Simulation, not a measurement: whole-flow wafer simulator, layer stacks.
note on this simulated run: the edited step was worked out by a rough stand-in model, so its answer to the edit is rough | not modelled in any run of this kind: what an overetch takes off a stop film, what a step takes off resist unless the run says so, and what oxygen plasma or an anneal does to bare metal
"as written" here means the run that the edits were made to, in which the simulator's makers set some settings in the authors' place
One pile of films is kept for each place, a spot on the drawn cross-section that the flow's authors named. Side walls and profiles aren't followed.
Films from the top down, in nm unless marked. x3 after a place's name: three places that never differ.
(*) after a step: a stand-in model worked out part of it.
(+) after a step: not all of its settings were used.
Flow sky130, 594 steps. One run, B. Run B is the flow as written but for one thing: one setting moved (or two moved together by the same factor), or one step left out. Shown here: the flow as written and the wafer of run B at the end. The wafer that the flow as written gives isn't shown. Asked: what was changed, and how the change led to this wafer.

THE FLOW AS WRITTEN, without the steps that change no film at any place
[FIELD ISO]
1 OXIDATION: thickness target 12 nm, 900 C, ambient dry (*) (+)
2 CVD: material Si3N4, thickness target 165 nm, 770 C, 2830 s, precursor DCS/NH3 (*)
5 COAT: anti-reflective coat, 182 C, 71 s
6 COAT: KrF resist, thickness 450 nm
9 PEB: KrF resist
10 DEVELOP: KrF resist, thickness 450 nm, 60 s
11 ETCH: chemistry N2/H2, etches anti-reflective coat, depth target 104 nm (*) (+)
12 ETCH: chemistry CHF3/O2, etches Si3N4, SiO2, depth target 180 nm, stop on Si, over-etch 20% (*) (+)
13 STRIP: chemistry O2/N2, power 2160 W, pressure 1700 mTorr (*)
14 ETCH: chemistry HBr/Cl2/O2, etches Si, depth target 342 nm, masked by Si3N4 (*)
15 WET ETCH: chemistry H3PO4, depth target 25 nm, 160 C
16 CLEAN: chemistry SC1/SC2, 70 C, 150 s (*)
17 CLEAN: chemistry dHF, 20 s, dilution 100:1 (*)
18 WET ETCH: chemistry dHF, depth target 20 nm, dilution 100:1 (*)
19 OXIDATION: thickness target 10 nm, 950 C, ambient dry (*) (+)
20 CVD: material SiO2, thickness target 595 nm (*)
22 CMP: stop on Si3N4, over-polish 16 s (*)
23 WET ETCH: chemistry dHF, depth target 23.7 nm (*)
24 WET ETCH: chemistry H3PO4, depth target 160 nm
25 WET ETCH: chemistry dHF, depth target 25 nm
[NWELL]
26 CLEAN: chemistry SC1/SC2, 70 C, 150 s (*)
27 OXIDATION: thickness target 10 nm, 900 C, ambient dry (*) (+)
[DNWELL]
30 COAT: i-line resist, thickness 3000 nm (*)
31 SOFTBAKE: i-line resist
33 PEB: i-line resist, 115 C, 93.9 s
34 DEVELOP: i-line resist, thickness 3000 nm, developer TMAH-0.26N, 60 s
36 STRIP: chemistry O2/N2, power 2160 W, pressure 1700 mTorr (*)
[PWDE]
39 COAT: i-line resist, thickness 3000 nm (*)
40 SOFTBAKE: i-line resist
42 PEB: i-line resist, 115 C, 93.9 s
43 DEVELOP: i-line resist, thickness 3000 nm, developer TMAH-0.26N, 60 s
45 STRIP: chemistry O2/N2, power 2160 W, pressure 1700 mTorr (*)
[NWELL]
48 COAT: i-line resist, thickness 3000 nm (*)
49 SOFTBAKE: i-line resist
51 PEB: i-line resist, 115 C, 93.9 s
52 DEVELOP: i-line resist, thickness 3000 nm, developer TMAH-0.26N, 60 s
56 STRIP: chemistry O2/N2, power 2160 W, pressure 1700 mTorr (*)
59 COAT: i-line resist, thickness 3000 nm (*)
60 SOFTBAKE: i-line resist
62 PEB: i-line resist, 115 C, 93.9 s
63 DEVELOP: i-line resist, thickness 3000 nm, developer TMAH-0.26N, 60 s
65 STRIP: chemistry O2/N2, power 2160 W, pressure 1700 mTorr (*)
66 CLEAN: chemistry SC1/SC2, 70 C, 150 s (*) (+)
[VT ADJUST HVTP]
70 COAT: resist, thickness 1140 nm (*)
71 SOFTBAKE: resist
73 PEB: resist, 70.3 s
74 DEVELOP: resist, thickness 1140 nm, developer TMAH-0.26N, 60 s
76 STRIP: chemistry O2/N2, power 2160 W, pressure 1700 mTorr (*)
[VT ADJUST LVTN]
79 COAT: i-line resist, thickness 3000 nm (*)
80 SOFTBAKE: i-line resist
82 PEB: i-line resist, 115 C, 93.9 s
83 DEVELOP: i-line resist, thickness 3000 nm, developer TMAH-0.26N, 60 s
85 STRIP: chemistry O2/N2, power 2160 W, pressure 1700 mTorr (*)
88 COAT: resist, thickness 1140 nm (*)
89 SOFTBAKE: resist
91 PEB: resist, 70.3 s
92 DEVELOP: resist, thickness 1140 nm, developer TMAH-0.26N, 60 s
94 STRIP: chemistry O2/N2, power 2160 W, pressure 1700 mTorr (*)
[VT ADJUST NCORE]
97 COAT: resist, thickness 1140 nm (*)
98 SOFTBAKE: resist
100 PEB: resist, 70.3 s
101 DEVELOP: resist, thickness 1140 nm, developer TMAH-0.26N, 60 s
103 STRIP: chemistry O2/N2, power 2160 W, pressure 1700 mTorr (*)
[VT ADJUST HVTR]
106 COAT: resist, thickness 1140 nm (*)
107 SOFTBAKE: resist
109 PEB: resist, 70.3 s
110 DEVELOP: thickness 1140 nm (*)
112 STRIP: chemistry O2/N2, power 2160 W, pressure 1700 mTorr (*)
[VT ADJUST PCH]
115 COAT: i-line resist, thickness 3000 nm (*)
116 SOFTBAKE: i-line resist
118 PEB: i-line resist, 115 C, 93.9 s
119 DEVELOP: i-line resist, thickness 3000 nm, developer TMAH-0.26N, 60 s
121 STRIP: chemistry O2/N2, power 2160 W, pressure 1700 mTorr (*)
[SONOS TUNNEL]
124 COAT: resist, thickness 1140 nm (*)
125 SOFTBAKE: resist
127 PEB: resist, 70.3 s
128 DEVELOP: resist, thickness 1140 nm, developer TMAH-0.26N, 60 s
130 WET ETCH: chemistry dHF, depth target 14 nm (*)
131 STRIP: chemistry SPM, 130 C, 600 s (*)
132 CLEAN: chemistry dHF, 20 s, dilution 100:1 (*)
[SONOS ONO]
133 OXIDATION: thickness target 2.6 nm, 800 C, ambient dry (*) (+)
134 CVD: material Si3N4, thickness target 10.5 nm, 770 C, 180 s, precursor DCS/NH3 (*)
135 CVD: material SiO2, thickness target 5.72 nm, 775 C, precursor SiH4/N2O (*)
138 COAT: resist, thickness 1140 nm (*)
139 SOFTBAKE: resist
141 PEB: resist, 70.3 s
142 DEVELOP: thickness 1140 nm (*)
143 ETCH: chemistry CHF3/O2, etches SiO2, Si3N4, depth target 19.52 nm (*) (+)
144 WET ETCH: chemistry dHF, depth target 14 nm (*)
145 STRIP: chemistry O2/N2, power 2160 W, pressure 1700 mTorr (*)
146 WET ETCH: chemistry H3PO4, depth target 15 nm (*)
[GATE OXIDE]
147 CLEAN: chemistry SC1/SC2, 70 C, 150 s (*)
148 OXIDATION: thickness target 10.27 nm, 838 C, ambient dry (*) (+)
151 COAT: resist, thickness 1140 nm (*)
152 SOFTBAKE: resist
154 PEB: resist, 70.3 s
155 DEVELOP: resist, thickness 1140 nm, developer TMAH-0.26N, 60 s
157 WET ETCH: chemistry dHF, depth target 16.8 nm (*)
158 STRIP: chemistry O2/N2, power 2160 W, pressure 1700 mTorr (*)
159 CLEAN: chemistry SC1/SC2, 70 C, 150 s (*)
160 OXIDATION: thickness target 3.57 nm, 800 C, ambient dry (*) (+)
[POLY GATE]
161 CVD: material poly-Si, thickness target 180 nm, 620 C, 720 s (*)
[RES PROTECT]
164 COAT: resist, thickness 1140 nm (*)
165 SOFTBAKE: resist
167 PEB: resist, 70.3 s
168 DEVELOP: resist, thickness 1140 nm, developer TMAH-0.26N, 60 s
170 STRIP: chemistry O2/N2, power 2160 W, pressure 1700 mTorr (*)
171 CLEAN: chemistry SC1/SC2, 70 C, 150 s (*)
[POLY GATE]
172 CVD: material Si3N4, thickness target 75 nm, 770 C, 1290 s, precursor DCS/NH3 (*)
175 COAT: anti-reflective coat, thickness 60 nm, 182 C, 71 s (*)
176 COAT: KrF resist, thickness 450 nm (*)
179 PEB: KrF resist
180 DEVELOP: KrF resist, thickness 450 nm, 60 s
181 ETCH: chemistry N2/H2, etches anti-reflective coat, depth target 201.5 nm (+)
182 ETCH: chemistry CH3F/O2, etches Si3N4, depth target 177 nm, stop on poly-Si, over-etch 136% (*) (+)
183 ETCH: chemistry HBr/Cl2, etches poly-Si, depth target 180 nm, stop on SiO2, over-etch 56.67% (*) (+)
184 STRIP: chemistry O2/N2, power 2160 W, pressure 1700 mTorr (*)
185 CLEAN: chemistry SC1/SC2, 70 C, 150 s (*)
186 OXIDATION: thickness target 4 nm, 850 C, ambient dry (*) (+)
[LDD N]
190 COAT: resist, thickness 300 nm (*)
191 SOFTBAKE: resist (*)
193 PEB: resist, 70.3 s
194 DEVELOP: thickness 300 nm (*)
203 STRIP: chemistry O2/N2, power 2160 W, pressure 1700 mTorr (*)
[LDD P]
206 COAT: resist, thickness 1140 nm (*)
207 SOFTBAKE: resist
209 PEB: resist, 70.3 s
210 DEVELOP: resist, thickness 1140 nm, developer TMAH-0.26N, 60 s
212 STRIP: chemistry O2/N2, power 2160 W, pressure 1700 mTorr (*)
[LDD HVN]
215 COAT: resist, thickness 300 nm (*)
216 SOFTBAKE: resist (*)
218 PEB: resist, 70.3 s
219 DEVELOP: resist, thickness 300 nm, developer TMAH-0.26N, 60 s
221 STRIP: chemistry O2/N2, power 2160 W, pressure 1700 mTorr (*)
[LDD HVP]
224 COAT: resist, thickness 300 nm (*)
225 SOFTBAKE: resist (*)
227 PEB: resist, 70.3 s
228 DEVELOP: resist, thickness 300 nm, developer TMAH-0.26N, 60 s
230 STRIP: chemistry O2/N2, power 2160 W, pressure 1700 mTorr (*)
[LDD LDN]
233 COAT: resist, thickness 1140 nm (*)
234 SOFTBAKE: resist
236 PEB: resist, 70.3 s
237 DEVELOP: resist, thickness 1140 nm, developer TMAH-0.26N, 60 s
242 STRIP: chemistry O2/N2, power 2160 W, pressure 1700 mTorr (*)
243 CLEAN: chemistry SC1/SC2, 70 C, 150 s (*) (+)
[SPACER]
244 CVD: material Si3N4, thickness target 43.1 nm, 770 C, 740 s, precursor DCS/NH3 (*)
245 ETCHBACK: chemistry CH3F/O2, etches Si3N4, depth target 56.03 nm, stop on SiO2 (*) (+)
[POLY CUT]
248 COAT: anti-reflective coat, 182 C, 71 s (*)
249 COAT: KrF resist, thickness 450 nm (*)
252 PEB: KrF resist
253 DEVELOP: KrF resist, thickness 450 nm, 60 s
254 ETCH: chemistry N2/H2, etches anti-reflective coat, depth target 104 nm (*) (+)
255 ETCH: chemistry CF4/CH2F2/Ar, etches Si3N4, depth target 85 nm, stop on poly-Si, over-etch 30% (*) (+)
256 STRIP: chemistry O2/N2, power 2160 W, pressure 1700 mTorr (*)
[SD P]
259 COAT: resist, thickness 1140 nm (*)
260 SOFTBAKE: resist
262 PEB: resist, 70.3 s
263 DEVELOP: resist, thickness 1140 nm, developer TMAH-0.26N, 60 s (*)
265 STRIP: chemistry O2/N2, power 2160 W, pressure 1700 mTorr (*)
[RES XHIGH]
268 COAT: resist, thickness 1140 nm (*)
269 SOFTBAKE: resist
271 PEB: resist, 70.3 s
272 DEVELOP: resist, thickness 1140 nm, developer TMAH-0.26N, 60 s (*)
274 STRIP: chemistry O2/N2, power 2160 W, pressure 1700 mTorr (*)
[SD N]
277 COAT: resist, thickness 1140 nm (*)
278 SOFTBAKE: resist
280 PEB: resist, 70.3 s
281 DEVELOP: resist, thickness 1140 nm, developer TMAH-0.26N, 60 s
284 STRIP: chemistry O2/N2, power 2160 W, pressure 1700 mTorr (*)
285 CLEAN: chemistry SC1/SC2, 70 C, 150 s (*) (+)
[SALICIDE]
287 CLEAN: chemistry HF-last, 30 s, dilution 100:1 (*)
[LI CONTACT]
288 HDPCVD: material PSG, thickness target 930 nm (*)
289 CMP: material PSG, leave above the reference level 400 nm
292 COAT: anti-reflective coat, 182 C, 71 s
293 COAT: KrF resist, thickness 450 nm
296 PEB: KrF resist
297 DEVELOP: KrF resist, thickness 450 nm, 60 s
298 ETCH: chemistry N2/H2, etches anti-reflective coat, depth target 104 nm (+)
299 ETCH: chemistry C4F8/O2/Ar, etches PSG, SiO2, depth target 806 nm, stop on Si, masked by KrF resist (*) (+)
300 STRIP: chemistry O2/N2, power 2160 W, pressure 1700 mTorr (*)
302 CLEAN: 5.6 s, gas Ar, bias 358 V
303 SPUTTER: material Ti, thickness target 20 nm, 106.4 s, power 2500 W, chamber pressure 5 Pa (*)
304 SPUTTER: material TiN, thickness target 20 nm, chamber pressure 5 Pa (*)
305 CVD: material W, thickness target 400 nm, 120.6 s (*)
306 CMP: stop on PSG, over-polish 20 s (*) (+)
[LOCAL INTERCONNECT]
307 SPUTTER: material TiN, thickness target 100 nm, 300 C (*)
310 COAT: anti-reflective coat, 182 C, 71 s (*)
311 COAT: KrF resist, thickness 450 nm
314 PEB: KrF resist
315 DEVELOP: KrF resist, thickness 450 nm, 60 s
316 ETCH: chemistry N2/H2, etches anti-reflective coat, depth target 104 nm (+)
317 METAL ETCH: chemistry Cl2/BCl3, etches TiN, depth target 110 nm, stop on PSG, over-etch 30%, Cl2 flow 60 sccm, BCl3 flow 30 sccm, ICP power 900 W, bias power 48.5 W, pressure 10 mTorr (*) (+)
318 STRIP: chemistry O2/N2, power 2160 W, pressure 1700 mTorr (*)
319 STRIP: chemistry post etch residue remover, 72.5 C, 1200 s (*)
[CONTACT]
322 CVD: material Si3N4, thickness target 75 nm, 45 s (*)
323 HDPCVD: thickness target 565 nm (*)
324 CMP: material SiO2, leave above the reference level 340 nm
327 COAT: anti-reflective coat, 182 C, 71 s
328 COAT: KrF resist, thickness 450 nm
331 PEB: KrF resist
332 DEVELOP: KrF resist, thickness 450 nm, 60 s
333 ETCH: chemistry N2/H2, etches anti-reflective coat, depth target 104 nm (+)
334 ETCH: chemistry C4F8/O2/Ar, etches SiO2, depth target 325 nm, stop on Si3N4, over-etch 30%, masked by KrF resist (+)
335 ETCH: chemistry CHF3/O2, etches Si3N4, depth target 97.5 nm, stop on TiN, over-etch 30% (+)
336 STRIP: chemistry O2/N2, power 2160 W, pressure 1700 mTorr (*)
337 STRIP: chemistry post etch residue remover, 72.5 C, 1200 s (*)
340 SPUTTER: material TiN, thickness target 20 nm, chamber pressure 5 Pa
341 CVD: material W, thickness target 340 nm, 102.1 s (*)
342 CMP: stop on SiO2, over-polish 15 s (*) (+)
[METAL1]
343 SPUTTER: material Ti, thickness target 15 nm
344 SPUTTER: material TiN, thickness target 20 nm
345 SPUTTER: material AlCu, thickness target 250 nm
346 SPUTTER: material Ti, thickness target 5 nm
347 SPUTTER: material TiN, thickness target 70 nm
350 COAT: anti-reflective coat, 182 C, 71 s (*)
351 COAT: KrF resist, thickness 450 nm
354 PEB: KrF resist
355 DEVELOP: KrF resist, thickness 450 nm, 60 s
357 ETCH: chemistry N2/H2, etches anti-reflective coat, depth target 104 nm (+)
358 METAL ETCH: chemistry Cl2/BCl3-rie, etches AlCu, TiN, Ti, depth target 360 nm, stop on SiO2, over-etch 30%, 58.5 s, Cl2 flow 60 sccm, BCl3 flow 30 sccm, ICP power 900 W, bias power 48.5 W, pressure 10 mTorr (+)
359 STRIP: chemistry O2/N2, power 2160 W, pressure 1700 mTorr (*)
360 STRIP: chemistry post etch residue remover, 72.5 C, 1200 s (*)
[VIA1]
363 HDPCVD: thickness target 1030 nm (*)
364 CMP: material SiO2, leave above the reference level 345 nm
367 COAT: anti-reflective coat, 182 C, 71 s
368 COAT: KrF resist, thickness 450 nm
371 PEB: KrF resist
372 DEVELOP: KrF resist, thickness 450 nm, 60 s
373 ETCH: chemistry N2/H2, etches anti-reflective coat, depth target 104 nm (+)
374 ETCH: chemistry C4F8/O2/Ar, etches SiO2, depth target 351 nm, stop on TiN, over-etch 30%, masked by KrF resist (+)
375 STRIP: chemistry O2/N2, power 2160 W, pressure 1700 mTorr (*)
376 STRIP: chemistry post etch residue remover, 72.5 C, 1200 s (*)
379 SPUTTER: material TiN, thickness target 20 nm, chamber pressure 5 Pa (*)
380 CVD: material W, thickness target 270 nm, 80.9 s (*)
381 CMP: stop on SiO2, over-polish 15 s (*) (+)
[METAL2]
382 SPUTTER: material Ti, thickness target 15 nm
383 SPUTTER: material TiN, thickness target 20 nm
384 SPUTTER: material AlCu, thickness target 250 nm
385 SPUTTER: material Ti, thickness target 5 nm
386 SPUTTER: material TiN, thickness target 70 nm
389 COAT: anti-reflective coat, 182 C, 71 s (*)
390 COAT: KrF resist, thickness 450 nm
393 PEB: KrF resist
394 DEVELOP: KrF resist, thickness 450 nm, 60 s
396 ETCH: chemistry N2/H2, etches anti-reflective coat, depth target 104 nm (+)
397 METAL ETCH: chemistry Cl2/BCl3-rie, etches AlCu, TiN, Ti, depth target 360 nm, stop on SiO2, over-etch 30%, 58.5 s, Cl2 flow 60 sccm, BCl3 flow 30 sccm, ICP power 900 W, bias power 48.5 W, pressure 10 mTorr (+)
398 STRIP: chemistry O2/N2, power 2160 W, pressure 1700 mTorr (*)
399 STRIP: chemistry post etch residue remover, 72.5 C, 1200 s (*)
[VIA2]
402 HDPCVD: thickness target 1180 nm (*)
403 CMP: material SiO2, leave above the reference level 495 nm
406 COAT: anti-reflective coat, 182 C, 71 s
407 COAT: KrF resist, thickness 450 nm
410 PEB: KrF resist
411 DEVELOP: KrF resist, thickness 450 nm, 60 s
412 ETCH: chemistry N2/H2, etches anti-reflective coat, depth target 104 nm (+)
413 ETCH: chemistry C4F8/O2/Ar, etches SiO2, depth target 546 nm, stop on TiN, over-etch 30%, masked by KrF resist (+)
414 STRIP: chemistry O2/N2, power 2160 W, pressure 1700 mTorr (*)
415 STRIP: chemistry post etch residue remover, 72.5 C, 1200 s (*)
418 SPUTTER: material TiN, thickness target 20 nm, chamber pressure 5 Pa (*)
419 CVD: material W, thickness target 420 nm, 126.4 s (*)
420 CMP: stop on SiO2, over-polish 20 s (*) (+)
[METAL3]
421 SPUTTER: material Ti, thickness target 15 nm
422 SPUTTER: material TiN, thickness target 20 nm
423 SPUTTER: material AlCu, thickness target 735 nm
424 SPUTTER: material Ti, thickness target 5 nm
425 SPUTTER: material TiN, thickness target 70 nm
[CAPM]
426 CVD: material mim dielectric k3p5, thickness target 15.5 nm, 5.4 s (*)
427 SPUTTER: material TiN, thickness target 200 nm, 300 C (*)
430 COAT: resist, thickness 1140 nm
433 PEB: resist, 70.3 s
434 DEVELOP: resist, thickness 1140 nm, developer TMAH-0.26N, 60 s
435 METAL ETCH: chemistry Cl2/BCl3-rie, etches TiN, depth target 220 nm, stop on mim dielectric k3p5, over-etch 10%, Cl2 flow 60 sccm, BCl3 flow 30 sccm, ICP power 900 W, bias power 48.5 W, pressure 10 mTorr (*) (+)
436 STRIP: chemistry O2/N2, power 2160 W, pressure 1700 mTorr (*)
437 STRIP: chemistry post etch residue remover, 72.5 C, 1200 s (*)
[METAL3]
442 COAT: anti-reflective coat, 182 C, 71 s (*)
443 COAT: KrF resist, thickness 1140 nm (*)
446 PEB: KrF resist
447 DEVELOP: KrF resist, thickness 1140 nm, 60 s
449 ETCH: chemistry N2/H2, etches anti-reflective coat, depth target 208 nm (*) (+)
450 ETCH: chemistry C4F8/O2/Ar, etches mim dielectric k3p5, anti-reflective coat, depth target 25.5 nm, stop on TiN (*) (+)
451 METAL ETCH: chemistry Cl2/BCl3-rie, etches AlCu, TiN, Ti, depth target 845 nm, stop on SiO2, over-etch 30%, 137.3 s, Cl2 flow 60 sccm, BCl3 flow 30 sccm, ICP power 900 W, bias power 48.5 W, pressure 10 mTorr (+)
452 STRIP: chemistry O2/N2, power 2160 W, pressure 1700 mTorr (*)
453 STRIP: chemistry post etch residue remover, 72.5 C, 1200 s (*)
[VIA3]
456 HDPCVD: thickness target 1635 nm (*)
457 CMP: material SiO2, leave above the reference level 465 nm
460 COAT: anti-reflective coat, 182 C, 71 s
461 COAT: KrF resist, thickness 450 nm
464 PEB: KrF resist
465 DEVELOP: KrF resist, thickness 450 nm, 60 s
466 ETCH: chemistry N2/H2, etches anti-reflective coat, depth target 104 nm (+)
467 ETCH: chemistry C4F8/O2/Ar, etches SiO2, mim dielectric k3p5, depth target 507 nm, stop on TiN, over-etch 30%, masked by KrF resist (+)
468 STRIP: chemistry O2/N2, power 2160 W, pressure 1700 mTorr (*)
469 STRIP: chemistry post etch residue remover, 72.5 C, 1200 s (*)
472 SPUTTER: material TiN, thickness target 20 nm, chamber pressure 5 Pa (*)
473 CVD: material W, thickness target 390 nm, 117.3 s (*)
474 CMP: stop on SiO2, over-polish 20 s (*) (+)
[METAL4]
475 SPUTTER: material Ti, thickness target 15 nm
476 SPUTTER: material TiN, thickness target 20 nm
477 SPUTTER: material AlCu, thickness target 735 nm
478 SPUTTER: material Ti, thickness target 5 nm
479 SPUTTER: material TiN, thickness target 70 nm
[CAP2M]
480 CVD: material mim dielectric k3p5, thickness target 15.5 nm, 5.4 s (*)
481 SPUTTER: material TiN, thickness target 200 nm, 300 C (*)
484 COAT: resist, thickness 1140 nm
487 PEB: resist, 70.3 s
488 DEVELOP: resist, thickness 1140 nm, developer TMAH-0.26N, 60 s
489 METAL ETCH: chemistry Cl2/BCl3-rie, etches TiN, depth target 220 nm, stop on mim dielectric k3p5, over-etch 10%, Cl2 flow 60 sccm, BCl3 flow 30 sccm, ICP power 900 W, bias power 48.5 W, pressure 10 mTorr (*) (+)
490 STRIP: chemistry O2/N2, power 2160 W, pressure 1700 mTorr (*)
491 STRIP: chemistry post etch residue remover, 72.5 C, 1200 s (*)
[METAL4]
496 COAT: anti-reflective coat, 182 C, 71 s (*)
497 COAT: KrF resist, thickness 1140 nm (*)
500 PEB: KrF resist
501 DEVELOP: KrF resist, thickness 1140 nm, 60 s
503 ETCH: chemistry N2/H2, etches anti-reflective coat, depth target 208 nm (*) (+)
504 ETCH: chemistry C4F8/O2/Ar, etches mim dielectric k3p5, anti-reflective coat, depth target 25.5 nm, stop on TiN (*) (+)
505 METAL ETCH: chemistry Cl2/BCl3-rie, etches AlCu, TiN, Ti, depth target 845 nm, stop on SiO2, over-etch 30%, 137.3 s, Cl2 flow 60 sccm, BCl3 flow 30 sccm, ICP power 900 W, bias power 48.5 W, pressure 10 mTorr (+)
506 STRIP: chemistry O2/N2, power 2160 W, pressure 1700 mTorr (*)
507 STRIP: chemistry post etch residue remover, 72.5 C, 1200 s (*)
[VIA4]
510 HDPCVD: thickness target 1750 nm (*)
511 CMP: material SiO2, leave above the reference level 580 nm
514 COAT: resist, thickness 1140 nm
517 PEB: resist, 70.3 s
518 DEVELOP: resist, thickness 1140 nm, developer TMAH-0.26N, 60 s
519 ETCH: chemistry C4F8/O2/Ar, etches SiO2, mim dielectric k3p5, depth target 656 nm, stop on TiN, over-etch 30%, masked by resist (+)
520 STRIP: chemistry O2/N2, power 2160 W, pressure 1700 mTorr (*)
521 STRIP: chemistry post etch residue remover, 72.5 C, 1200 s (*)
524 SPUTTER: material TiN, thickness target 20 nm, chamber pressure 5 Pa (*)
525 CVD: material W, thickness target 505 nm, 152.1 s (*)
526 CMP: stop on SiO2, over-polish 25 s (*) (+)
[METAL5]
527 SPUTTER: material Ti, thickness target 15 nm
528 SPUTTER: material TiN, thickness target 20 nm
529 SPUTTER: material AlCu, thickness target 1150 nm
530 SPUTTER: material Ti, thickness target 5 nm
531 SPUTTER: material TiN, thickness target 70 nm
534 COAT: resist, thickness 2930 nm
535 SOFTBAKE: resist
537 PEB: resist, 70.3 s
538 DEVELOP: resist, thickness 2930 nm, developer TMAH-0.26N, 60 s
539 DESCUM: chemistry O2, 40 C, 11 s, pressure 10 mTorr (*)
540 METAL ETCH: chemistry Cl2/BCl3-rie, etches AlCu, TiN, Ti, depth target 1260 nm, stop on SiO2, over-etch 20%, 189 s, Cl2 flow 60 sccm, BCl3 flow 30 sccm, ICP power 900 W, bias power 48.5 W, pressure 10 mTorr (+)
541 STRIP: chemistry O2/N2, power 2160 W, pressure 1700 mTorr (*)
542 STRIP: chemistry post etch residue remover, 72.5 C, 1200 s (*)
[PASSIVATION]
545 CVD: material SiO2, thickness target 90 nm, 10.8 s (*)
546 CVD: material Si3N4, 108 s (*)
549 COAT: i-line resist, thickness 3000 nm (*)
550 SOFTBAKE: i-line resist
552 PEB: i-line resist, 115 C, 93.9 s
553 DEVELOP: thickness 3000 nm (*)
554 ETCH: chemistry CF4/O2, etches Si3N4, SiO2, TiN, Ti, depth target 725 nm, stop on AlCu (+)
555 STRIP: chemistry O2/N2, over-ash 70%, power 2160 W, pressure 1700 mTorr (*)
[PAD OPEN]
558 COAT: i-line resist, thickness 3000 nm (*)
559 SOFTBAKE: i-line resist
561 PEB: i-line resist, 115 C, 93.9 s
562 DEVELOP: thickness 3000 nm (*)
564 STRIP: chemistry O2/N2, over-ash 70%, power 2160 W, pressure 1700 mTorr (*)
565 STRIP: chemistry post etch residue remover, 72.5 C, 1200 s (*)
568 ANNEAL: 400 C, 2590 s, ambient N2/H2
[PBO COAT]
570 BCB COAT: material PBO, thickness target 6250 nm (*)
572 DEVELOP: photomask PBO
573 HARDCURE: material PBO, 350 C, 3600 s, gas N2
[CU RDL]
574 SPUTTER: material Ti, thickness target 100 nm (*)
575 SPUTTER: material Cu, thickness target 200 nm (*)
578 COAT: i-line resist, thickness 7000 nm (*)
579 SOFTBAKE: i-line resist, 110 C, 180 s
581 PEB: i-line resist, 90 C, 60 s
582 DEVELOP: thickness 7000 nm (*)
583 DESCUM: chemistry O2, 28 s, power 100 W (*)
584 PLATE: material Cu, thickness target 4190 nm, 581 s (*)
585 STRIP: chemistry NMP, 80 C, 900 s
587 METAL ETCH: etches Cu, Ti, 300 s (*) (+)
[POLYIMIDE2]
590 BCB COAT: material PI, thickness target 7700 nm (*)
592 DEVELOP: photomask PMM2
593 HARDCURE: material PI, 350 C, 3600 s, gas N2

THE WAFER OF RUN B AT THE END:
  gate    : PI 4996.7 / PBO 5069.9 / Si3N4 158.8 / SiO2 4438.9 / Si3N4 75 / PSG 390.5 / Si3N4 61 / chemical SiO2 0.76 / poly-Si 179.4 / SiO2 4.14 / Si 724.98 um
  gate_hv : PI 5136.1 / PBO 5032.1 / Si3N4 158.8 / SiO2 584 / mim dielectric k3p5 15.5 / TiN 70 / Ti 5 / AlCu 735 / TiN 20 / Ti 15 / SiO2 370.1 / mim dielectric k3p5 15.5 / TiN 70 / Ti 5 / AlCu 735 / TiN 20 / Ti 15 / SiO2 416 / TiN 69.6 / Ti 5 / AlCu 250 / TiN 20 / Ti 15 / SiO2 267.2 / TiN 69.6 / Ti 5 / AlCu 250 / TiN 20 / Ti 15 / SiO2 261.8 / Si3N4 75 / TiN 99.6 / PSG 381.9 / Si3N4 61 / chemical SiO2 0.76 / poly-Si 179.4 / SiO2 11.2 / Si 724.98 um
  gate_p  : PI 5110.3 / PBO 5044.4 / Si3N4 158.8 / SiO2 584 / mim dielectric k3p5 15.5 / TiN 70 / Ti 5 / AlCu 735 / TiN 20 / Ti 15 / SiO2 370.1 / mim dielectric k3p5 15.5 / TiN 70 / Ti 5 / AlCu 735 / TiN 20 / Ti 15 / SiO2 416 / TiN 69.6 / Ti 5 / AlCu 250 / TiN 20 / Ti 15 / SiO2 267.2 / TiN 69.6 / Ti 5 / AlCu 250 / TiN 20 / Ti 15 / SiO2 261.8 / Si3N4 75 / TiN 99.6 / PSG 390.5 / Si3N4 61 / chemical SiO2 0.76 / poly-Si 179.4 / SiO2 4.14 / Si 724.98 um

The cause: step 160, OXIDATION: thickness target 4.14 nm was run, where the flow has thickness target 3.57 nm.
It can be read off the wafer: gate has SiO2 4.14, and step 160 as written asks for 3.57 nm.

How the change led to this, step by step:
  160 OXIDATION: thickness target 3.57 nm, 800 C, ambient dry (*) (+)
      active, n_well, p_well and 58 more: SiO2 +4.14 (new film), chemical SiO2 -0.76 (all of it), Si -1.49 (as written it would be: SiO2 +3.57 (new film), chemical SiO2 -0.76 (all of it), Si -1.24)
  248 COAT: anti-reflective coat, 182 C, 71 s (*)
      m1: anti-reflective coat +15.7 (new film) (as written it would be: anti-reflective coat +16.3 (new film))
  256 STRIP: chemistry O2/N2, power 2160 W, pressure 1700 mTorr (*)
      m1: KrF resist -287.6 (all of it), anti-reflective coat -15.7 (all of it) (as written it would be: KrF resist -287.2 (all of it), anti-reflective coat -16.3 (all of it))
